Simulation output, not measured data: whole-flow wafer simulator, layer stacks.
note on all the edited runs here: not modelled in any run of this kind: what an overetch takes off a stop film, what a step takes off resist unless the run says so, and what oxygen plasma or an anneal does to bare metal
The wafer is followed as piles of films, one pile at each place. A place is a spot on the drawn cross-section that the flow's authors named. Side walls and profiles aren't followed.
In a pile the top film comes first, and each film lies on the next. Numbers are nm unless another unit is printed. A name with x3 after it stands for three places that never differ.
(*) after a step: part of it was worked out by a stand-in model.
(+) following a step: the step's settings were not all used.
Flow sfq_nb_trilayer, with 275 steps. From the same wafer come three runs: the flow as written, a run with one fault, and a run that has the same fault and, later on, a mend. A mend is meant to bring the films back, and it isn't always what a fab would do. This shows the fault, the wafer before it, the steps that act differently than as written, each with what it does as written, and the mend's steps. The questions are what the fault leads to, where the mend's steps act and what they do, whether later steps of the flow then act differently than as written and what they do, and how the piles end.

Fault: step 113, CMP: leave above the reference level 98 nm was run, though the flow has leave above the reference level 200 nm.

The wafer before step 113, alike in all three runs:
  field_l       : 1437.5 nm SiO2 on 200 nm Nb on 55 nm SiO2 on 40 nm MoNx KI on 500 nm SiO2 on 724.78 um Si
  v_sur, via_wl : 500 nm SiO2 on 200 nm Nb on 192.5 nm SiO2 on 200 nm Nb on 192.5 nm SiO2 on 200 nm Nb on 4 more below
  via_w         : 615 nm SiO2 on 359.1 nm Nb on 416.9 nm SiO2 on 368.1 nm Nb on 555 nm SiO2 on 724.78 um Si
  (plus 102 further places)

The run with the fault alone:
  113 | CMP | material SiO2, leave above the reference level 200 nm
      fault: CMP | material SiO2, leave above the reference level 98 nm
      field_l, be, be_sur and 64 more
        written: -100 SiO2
        fault: -202 SiO2
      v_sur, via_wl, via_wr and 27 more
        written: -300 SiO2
        fault: -402 SiO2
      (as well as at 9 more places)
  Steps further on in the flow that do not act as written (3 other steps are not shown; they differ only slightly, by no more than 2% or 0.5 nm, whichever is larger):
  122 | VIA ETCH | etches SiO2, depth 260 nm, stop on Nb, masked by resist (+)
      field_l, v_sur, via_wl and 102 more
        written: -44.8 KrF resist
        fault: -25.3 KrF resist
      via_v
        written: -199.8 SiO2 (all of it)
        fault: -97.8 SiO2 (all of it)
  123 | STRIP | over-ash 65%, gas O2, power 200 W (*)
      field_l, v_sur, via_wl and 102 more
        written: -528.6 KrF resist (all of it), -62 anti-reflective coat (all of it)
        fault: -548.1 KrF resist (all of it), -62 anti-reflective coat (all of it)
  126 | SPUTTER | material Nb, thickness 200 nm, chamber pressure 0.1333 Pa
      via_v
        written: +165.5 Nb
        fault: +188.3 Nb
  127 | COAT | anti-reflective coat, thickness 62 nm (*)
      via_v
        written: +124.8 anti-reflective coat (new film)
        fault: +104.1 anti-reflective coat (new film)
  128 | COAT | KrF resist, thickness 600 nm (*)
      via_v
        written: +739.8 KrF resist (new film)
        fault: +651.9 KrF resist (new film)
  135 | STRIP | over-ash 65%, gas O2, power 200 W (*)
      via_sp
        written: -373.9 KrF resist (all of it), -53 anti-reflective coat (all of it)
        fault: -382.6 KrF resist (all of it), -52.6 anti-reflective coat (all of it)
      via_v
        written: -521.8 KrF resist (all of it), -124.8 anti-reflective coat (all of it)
        fault: -434.1 KrF resist (all of it), -104.1 anti-reflective coat (all of it)
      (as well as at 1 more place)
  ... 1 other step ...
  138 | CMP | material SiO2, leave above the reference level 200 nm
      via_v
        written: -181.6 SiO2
        fault: -191.4 SiO2
  The piles end different from the flow's at field_l, v_sur, via_wl and 103 more by more than 2% or 0.5 nm, whichever is larger.
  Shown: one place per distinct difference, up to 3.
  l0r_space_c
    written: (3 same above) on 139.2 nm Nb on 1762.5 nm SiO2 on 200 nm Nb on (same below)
    fault: (3 same above) on 139.2 nm Nb on 1660.5 nm SiO2 on 200 nm Nb on (same below)
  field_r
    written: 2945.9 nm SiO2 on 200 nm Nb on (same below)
    fault: 2843.9 nm SiO2 on 200 nm Nb on (same below)
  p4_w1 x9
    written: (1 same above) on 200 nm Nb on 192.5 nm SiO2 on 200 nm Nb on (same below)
    fault: (1 same above) on 200 nm Nb on 90.5 nm SiO2 on 200 nm Nb on (same below)

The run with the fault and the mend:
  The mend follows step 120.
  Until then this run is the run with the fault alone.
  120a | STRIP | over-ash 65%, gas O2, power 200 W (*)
      field_l, v_sur, via_wl and 102 more
        -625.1 KrF resist (all of it), -62 anti-reflective coat (all of it)
      via_v
        -62 anti-reflective coat (all of it)
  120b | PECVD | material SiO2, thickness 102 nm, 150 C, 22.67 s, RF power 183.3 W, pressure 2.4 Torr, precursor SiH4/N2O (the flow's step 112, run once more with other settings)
      field_l, v_sur, via_wl and 103 more
        +102 SiO2
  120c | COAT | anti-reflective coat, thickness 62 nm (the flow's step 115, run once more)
      field_l, v_sur, via_wl and 103 more
        +62 anti-reflective coat (new film)
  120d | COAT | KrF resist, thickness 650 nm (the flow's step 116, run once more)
      field_l, v_sur, via_wl and 103 more
        +650 KrF resist (new film)
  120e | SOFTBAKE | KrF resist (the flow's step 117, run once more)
      does not change any film at any place that is followed
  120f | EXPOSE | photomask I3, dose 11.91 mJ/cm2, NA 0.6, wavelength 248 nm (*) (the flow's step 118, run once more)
      does not change any film at any place that is followed
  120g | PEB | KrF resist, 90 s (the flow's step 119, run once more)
      field_l, v_sur, via_wl and 103 more
        -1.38 KrF resist
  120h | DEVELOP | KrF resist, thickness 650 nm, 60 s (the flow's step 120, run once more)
      field_l, v_sur, via_wl and 102 more
        -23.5 KrF resist
      via_v
        -648.6 KrF resist (all of it)
  Later steps of the flow that are run all act as written at every place that is followed.
  The piles end the same as the flow's at every place that both follow.
